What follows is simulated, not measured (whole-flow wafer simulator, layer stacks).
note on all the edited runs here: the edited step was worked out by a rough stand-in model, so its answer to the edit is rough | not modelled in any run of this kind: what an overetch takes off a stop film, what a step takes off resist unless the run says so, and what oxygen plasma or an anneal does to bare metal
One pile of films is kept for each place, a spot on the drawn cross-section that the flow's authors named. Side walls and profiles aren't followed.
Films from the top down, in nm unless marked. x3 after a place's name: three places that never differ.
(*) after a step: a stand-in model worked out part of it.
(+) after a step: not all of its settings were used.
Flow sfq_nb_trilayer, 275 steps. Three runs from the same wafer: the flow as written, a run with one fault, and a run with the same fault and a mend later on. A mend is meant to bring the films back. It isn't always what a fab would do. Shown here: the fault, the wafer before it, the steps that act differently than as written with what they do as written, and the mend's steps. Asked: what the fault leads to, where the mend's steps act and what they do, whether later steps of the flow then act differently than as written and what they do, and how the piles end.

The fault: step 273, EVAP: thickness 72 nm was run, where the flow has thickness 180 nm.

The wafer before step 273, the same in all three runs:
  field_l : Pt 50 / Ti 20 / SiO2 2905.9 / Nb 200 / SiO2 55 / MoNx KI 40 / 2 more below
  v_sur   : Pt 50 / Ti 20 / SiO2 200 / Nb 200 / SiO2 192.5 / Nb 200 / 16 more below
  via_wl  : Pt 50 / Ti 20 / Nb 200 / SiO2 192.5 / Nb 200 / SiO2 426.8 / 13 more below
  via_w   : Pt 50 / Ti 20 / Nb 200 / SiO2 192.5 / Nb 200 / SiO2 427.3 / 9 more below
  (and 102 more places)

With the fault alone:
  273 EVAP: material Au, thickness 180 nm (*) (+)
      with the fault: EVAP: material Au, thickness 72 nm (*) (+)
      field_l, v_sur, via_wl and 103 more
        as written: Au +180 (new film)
        with the fault: Au +72 (new film)
  Later steps of the flow that act differently than as written:
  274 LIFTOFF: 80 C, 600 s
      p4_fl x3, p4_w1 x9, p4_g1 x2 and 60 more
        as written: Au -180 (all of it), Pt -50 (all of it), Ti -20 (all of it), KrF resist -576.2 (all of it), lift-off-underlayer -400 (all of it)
        with the fault: Au -72 (all of it), Pt -50 (all of it), Ti -20 (all of it), KrF resist -576.2 (all of it), lift-off-underlayer -400 (all of it)
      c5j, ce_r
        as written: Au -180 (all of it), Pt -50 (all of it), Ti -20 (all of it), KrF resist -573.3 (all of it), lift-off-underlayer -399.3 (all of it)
        with the fault: Au -72 (all of it), Pt -50 (all of it), Ti -20 (all of it), KrF resist -573.3 (all of it), lift-off-underlayer -399.3 (all of it)
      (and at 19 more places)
  At the end the piles differ from the flow's by more than 2% or 0.5 nm, whichever is larger, at field_l, v_sur, via_wl and 8 more.
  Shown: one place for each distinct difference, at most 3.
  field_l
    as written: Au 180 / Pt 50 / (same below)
    with the fault: Au 72 / Pt 50 / (same below)

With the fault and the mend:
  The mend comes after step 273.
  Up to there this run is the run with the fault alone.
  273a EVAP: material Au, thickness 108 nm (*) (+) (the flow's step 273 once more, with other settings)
      field_l, v_sur, via_wl and 103 more
        Au +108
  No later step of the flow acts differently than as written at any place that is followed.
  At the end the piles are the same as the flow's at every place that both follow.
